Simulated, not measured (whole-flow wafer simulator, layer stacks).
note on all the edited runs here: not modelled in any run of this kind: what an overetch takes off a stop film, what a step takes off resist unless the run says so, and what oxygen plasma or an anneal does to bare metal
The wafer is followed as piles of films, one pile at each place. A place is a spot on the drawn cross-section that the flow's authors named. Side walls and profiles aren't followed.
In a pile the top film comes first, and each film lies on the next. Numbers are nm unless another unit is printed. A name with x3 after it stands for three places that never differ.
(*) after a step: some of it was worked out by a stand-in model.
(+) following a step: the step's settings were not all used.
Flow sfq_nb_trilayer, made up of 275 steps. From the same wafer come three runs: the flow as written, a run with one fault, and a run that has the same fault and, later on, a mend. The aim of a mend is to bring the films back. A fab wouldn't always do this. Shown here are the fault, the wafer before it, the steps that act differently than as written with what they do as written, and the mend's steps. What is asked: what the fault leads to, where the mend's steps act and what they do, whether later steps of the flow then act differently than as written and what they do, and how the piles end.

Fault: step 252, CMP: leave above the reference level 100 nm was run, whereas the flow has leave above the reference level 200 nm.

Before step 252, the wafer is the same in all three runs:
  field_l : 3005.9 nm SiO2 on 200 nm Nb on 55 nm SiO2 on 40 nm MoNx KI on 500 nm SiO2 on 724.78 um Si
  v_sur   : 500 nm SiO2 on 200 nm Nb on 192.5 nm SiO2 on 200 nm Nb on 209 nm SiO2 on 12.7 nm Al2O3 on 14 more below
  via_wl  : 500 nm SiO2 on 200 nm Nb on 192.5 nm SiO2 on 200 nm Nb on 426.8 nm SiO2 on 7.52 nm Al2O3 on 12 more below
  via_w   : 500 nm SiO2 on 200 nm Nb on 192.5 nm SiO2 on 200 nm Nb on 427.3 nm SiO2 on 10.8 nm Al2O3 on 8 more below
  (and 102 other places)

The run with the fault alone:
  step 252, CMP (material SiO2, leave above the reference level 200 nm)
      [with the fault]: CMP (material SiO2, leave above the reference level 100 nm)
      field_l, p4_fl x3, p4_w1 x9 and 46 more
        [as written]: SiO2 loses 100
        [with the fault]: SiO2 loses 200
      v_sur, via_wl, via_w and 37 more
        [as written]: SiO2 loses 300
        [with the fault]: SiO2 loses 400
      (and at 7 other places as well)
  Steps further on in the flow that do not act as written (not shown: 2 more steps that differ only slightly, by at most 2% or 0.5 nm, whichever is larger):
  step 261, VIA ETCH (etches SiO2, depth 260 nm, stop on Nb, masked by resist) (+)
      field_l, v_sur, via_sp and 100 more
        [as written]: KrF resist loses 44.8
        [with the fault]: KrF resist loses 25.8
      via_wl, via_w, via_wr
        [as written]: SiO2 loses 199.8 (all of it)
        [with the fault]: SiO2 loses 99.8 (all of it)
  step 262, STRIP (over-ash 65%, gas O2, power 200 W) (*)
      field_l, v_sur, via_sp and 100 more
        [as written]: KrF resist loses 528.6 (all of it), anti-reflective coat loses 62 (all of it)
        [with the fault]: KrF resist loses 547.6 (all of it), anti-reflective coat loses 62 (all of it)
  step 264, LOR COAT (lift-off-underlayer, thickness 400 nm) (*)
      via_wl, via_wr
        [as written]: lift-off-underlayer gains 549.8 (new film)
        [with the fault]: lift-off-underlayer gains 474.9 (new film)
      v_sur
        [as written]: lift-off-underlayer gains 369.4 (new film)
        [with the fault]: lift-off-underlayer gains 384.7 (new film)
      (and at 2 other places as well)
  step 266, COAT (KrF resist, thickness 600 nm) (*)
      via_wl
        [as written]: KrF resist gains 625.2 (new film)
        [with the fault]: KrF resist gains 612.6 (new film)
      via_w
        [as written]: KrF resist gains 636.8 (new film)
        [with the fault]: KrF resist gains 618.4 (new film)
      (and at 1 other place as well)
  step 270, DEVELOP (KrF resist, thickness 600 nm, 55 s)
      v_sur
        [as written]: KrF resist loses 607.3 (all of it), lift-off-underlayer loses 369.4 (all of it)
        [with the fault]: KrF resist loses 603 (all of it), lift-off-underlayer loses 384.7 (all of it)
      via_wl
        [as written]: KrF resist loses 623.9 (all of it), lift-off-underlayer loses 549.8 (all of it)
        [with the fault]: KrF resist loses 611.3 (all of it), lift-off-underlayer loses 474.9 (all of it)
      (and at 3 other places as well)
  At field_l, v_sur, via_sp and 100 more, the piles at the end differ from the flow's by more than 2% or 0.5 nm, whichever is larger.
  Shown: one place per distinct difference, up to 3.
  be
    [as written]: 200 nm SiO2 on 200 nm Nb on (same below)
    [with the fault]: 100 nm SiO2 on 200 nm Nb on (same below)
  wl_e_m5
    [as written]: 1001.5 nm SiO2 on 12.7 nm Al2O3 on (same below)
    [with the fault]: 901.5 nm SiO2 on 12.7 nm Al2O3 on (same below)
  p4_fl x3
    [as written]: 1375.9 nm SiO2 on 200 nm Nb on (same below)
    [with the fault]: 1275.9 nm SiO2 on 200 nm Nb on (same below)

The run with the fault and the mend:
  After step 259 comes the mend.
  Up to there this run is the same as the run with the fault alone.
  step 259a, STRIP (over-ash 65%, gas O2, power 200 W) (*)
      field_l, v_sur, via_sp and 100 more
        KrF resist loses 625.1 (all of it), anti-reflective coat loses 62 (all of it)
      via_wl, via_w, via_wr
        anti-reflective coat loses 62 (all of it)
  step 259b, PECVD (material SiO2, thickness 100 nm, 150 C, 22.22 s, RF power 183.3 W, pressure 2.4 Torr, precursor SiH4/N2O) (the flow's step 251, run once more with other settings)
      field_l, v_sur, via_wl and 103 more
        SiO2 gains 100
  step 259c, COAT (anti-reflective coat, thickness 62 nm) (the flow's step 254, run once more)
      field_l, v_sur, via_wl and 103 more
        anti-reflective coat gains 62 (new film)
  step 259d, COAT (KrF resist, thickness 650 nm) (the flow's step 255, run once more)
      field_l, v_sur, via_wl and 103 more
        KrF resist gains 650 (new film)
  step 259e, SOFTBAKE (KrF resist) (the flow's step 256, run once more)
      alters no film at any place that is followed
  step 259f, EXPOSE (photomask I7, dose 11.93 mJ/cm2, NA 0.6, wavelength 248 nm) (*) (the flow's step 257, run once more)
      alters no film at any place that is followed
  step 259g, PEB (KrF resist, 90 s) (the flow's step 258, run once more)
      field_l, v_sur, via_wl and 103 more
        KrF resist loses 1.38
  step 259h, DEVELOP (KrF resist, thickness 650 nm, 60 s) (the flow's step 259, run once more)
      field_l, v_sur, via_sp and 100 more
        KrF resist loses 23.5
      via_wl, via_w, via_wr
        KrF resist loses 648.6 (all of it)
  Later steps of the flow that are run all act as written at every place that is followed.
  At every place that both follow, the piles at the end match the flow's.
